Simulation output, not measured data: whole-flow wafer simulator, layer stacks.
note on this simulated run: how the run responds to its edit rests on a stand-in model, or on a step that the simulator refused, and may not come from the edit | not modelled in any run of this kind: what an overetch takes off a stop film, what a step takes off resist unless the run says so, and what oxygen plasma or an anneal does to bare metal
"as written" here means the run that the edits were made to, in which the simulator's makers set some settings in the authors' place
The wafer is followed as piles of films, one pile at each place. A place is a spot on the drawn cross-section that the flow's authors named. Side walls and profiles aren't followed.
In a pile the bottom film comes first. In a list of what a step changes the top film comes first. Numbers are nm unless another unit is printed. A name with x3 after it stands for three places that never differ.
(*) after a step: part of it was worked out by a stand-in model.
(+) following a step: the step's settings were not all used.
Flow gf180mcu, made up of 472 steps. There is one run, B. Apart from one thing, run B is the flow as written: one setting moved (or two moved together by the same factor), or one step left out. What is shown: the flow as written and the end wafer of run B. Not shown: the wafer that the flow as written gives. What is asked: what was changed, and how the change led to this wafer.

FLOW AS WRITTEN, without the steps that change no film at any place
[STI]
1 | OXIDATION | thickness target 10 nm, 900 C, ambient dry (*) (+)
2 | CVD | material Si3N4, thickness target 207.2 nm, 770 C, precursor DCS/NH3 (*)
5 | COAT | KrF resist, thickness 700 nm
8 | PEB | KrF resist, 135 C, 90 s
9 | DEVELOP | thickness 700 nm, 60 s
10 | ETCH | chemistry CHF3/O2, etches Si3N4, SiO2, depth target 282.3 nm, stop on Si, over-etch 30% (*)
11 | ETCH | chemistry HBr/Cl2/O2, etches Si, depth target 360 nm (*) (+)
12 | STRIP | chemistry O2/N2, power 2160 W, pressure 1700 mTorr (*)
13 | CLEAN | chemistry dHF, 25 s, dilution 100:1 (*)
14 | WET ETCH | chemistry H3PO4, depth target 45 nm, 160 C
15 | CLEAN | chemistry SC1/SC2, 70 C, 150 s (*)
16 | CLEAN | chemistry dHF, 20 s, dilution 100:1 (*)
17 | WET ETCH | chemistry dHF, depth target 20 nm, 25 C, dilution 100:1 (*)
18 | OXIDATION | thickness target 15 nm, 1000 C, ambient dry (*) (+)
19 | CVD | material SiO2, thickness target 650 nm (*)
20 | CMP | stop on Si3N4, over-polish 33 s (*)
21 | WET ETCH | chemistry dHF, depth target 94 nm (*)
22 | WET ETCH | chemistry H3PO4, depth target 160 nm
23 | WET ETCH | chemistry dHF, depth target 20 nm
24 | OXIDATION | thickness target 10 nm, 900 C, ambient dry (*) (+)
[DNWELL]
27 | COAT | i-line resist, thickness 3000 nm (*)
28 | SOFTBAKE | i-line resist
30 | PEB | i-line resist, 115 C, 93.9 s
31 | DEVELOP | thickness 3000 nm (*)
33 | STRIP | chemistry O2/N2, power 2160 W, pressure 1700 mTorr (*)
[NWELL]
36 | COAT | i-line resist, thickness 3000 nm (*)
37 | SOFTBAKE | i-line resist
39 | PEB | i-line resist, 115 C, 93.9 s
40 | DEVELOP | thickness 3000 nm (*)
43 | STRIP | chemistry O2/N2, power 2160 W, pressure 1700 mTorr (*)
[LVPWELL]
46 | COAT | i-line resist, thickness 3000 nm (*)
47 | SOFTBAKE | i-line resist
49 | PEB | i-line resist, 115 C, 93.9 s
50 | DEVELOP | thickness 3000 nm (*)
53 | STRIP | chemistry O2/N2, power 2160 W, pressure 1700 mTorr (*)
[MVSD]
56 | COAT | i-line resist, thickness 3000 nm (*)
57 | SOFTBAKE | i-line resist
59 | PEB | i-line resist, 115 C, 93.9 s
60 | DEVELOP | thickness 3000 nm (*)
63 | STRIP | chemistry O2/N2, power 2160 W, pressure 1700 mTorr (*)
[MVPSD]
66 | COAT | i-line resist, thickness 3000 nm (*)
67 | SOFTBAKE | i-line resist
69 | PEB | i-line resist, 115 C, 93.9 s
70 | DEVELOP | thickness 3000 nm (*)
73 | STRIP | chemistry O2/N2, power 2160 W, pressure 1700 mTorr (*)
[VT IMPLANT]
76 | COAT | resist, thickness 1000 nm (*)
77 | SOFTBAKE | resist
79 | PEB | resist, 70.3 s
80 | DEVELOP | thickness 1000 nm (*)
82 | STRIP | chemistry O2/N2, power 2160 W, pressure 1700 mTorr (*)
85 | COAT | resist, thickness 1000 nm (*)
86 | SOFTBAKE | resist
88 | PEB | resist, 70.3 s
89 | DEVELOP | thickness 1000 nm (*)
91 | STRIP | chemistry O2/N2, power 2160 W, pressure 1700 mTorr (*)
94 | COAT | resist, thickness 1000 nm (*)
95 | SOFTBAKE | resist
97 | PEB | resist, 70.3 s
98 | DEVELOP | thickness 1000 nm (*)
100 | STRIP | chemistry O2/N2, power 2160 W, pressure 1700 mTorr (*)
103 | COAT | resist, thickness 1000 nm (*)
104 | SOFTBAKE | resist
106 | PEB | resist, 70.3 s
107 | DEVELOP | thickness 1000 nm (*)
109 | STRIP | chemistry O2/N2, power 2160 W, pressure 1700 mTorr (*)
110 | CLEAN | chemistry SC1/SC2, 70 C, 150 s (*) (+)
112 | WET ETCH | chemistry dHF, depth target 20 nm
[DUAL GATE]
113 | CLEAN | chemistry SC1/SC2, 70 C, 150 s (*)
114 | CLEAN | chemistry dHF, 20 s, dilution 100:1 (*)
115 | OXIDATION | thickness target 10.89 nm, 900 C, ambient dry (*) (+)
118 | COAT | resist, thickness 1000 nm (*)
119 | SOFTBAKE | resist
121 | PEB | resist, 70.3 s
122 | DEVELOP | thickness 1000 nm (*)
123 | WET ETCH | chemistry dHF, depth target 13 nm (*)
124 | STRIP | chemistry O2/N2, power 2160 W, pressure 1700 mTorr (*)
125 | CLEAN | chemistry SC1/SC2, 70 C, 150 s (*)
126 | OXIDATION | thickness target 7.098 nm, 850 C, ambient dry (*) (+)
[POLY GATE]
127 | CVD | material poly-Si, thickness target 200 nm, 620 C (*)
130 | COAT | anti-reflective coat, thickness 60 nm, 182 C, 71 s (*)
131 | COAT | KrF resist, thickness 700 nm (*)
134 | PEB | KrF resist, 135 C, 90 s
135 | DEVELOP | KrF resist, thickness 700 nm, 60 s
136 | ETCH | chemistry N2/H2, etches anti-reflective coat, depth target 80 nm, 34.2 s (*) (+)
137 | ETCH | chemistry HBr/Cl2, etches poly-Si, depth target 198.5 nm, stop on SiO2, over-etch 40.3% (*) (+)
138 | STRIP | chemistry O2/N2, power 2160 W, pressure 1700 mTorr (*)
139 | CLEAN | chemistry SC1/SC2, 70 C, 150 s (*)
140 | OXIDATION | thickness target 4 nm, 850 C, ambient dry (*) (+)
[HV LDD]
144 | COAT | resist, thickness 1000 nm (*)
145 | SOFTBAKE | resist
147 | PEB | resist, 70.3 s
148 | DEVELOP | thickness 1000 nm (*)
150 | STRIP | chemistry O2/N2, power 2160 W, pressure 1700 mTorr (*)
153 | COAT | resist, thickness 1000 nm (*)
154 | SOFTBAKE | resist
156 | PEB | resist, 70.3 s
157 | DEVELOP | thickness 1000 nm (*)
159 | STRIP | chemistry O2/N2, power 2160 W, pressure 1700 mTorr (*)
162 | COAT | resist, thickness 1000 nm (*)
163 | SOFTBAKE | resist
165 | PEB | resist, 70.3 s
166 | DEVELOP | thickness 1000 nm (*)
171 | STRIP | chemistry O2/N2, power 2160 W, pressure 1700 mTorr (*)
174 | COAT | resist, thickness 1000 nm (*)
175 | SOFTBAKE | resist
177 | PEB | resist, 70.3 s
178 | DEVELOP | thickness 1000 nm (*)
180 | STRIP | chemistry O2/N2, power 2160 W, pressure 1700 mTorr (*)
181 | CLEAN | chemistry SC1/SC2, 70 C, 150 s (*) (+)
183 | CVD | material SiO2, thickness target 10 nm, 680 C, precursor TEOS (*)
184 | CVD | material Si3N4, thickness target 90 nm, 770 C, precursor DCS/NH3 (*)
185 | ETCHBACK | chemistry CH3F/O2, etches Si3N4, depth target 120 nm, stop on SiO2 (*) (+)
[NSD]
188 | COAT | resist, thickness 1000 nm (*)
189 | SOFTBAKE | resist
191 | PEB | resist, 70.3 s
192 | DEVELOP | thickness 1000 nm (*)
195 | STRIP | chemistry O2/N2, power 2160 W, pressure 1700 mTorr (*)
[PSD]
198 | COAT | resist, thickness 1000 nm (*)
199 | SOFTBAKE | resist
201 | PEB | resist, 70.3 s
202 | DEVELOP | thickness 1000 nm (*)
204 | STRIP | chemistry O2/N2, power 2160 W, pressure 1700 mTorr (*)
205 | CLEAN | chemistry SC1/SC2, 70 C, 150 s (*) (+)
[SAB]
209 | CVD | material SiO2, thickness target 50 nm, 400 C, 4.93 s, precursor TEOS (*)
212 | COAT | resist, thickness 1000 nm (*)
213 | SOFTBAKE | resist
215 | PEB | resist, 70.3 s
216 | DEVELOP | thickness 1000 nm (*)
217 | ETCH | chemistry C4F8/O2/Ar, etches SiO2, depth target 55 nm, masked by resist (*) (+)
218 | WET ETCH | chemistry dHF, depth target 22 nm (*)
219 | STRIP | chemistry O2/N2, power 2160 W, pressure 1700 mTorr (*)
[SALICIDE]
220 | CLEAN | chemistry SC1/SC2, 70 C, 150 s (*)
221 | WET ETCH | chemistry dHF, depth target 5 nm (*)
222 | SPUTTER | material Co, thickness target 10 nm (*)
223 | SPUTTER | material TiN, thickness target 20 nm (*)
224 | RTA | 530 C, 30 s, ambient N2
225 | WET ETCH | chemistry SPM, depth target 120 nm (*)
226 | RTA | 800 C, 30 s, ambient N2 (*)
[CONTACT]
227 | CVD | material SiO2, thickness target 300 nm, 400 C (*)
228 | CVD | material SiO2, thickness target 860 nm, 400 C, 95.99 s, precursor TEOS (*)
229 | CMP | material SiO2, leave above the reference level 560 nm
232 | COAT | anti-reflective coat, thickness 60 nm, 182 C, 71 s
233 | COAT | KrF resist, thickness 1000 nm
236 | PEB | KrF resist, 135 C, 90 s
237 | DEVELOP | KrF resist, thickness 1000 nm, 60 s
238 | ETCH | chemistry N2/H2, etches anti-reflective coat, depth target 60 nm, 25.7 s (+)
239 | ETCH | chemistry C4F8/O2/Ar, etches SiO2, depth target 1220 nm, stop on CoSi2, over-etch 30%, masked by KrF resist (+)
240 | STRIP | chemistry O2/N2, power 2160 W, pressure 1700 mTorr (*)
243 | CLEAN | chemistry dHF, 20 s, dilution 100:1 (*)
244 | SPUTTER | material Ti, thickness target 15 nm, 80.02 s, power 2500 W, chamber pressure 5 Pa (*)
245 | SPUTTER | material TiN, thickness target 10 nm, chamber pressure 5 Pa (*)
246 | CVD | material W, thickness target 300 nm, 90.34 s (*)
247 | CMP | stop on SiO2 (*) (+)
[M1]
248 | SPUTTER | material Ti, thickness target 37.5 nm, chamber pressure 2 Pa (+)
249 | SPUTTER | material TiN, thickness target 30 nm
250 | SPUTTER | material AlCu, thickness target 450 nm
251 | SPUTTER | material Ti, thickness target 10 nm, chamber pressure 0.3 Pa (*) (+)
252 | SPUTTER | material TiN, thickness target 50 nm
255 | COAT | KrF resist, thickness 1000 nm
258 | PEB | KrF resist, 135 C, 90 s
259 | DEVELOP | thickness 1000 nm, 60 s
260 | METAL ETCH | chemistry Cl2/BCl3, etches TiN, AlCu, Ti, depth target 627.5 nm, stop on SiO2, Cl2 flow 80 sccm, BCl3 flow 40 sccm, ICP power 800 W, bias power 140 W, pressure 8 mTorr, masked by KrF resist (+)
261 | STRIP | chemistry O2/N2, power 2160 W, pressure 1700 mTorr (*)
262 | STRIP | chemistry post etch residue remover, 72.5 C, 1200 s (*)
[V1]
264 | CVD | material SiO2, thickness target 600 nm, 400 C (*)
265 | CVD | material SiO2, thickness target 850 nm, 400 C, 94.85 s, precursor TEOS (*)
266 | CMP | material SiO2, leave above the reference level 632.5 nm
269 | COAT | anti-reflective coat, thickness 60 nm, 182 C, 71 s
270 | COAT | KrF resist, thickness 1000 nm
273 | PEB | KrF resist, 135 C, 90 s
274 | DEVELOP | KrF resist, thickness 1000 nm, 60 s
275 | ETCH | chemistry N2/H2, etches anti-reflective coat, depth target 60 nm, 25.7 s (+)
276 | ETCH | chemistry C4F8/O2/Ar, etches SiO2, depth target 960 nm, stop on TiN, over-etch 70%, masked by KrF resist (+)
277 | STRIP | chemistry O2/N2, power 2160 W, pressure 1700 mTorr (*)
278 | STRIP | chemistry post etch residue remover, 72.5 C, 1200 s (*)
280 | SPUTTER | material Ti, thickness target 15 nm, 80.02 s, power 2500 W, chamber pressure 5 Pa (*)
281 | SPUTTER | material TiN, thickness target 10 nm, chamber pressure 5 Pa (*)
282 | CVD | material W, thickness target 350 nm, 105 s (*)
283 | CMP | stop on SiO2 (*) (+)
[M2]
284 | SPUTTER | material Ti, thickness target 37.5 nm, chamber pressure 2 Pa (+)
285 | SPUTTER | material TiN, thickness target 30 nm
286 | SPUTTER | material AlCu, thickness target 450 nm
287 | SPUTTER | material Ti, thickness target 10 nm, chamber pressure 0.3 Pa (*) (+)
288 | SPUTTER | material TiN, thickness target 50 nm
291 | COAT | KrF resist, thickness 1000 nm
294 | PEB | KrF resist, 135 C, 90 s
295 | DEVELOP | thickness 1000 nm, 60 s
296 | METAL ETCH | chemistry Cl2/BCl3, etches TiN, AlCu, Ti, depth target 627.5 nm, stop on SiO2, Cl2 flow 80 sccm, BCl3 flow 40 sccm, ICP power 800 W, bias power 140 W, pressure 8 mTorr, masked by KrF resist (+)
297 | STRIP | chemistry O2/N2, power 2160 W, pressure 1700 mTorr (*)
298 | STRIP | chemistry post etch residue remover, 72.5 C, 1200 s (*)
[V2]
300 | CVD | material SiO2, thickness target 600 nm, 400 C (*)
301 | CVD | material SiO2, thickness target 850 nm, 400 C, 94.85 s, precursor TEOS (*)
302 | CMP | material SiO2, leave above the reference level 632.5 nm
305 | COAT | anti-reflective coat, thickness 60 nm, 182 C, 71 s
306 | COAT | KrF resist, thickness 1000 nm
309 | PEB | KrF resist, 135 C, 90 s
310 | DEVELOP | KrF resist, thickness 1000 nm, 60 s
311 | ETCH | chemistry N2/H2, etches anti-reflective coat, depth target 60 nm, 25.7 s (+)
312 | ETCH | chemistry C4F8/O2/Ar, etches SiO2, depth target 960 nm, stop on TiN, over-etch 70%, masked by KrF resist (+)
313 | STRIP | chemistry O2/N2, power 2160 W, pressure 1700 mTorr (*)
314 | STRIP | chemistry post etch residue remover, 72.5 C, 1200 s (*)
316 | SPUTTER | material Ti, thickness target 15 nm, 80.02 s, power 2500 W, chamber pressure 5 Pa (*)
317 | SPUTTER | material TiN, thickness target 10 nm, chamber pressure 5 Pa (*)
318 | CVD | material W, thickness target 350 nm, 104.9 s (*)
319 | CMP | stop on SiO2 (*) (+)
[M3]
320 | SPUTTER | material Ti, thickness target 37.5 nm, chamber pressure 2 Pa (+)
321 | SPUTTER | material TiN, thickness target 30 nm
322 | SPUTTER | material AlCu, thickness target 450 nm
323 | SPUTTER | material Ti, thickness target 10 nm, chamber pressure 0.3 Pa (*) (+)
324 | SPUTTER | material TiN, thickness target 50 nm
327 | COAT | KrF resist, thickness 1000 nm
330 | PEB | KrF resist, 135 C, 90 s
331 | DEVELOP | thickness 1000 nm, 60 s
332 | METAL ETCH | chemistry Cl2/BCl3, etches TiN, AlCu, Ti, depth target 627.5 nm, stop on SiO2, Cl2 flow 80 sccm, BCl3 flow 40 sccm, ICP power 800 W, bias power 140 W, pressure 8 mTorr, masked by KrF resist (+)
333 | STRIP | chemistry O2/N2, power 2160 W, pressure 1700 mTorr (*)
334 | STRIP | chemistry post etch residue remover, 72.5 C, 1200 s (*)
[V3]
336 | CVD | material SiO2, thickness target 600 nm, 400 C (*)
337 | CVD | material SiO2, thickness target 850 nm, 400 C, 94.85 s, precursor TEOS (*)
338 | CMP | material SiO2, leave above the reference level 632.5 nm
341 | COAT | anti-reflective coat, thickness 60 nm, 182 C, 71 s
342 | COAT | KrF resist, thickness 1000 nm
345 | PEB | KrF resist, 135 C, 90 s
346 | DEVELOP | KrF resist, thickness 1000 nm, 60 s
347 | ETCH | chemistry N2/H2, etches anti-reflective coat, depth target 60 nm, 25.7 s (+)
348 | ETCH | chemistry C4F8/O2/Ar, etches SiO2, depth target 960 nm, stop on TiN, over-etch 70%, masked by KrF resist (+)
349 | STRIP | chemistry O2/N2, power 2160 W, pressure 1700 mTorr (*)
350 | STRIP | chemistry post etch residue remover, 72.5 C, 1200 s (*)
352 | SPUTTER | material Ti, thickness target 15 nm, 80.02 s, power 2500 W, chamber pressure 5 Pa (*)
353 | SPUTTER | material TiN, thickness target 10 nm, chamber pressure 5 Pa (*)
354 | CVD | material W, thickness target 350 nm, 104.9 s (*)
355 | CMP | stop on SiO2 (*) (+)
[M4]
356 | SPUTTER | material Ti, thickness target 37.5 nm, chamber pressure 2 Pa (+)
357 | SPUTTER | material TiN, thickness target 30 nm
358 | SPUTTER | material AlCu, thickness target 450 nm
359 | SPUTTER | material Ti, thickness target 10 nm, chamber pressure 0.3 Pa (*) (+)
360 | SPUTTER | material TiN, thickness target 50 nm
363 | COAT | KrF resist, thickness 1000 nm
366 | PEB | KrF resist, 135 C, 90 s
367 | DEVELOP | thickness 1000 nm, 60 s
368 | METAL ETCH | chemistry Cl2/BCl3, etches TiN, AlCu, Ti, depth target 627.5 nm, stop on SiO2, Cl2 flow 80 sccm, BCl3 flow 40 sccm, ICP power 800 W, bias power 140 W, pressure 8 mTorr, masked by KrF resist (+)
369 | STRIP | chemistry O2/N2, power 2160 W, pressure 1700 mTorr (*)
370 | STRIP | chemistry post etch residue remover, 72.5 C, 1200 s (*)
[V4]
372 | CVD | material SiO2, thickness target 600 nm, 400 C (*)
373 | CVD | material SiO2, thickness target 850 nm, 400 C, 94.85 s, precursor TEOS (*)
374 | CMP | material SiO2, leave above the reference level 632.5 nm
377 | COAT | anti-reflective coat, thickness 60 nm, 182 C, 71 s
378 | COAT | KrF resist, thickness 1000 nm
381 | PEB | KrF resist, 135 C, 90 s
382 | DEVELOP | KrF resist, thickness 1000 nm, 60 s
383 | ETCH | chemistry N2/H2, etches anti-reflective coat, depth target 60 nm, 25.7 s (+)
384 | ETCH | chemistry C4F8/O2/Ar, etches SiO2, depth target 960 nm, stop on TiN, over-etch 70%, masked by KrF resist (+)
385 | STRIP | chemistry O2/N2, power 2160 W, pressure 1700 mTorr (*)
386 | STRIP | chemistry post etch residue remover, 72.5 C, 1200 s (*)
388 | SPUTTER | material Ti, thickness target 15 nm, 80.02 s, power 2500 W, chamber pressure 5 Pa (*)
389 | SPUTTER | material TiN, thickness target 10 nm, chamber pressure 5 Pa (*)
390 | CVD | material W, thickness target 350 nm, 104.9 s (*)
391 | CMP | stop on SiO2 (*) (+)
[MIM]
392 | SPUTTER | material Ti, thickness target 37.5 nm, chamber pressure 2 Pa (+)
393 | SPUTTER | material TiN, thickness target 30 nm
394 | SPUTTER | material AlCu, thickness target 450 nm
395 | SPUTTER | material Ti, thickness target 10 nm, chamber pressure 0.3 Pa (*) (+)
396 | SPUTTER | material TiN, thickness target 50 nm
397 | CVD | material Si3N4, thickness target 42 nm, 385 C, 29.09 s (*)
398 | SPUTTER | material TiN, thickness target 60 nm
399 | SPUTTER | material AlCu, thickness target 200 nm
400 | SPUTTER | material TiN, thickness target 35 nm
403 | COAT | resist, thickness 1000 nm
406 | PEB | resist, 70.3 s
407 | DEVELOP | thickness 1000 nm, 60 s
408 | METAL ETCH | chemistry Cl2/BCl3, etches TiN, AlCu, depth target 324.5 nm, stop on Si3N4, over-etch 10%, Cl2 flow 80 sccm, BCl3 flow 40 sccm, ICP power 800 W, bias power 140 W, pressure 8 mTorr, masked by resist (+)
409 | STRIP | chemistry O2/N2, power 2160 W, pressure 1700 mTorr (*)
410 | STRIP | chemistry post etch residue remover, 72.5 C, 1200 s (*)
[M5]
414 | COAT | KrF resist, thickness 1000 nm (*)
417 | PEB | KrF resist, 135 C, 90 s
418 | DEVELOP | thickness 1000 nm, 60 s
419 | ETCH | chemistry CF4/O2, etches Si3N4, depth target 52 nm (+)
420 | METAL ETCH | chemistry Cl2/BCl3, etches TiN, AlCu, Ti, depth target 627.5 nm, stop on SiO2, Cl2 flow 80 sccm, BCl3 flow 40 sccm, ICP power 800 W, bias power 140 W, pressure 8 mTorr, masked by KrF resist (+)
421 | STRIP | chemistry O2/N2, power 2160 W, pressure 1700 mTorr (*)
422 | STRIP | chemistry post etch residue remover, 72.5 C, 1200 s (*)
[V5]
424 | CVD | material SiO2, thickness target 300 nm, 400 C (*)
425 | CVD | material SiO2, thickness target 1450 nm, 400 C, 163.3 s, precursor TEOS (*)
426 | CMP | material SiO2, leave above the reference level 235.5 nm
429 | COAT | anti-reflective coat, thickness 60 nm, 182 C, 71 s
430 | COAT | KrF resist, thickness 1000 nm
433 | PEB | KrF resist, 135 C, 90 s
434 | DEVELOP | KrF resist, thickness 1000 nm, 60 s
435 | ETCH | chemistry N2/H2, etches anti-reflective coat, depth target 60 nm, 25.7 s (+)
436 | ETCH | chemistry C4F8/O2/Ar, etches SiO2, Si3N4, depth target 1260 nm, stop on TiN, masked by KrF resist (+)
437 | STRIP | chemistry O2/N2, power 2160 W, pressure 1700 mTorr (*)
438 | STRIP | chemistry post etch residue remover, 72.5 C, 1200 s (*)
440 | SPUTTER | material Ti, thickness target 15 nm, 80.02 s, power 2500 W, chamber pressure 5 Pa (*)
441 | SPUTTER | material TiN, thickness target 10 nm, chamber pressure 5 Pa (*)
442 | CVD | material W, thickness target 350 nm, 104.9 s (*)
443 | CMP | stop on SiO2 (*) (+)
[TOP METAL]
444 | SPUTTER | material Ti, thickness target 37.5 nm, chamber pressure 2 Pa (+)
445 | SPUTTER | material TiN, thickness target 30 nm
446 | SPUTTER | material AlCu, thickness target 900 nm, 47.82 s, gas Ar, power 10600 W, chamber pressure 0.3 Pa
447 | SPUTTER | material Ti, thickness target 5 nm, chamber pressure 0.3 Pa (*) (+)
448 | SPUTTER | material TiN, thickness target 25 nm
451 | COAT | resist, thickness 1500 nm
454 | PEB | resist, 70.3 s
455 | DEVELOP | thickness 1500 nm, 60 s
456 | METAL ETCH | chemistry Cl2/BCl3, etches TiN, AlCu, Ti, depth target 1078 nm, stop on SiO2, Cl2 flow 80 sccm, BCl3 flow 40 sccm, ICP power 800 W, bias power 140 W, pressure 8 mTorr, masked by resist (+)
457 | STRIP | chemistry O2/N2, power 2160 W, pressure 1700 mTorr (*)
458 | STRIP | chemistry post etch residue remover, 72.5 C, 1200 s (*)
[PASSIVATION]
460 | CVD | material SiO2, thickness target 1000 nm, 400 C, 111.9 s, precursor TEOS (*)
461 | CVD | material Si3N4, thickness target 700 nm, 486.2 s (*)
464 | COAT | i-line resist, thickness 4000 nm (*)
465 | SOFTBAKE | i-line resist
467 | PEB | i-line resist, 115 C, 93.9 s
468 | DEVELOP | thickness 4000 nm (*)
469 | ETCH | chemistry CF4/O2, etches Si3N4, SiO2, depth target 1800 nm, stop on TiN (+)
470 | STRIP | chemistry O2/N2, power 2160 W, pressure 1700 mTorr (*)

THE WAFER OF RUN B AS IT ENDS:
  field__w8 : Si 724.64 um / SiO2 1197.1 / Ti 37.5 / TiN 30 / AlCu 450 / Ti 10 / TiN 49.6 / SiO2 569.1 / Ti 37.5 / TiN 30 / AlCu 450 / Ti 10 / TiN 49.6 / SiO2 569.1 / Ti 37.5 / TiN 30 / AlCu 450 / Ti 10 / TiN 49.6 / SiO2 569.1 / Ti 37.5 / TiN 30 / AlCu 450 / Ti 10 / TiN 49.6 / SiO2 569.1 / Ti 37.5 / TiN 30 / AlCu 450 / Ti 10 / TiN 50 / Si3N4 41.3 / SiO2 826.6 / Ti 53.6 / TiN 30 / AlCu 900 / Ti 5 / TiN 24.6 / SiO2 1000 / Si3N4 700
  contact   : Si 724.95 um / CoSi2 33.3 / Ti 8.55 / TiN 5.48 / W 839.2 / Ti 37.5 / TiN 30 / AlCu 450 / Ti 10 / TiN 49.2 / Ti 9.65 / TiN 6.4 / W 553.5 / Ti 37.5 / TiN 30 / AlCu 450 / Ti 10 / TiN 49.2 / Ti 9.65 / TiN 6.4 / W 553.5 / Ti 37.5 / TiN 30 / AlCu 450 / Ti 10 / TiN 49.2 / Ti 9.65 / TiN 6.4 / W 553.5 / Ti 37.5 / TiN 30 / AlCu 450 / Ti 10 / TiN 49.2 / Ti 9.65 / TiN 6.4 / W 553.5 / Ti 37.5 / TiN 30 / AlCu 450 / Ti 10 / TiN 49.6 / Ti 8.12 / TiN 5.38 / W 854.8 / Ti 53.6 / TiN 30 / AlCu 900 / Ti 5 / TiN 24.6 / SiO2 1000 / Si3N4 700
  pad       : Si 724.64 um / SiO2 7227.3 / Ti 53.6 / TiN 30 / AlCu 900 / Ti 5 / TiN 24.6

The reason: step 444, SPUTTER: thickness target 53.6 nm was run, whereas the flow has thickness target 37.5 nm.
The wafer lets one read it off: field__w8 has Ti 53.6, and step 444 as written asks for 37.5 nm.

The path from the change to this, step by step:
  444 | SPUTTER | material Ti, thickness target 37.5 nm, chamber pressure 2 Pa (+)
      field, field__w1, field__w2 and 109 more: +53.6 Ti (new film) (it would be, as written: +37.5 Ti (new film))
  456 | METAL ETCH | chemistry Cl2/BCl3, etches TiN, AlCu, Ti, depth target 1078 nm, stop on SiO2, Cl2 flow 80 sccm, BCl3 flow 40 sccm, ICP power 800 W, bias power 140 W, pressure 8 mTorr, masked by resist (+)
      field, field__w1, field__w2 and 103 more: -25 TiN (all of it), -5 Ti (all of it), -900 AlCu (all of it), -30 TiN (all of it), -53.6 Ti (all of it) (it would be, as written: -25 TiN (all of it), -5 Ti (all of it), -900 AlCu (all of it), -30 TiN (all of it), -37.5 Ti (all of it))
  465 | SOFTBAKE | i-line resist
      gate: -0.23 i-line resist (it would be, as written: +1.79 i-line resist)
      ld_acc_p, ld_fp_p, ld_drift_p: +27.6 i-line resist (it would be, as written: +33.8 i-line resist)
      (as well as at 63 more places)
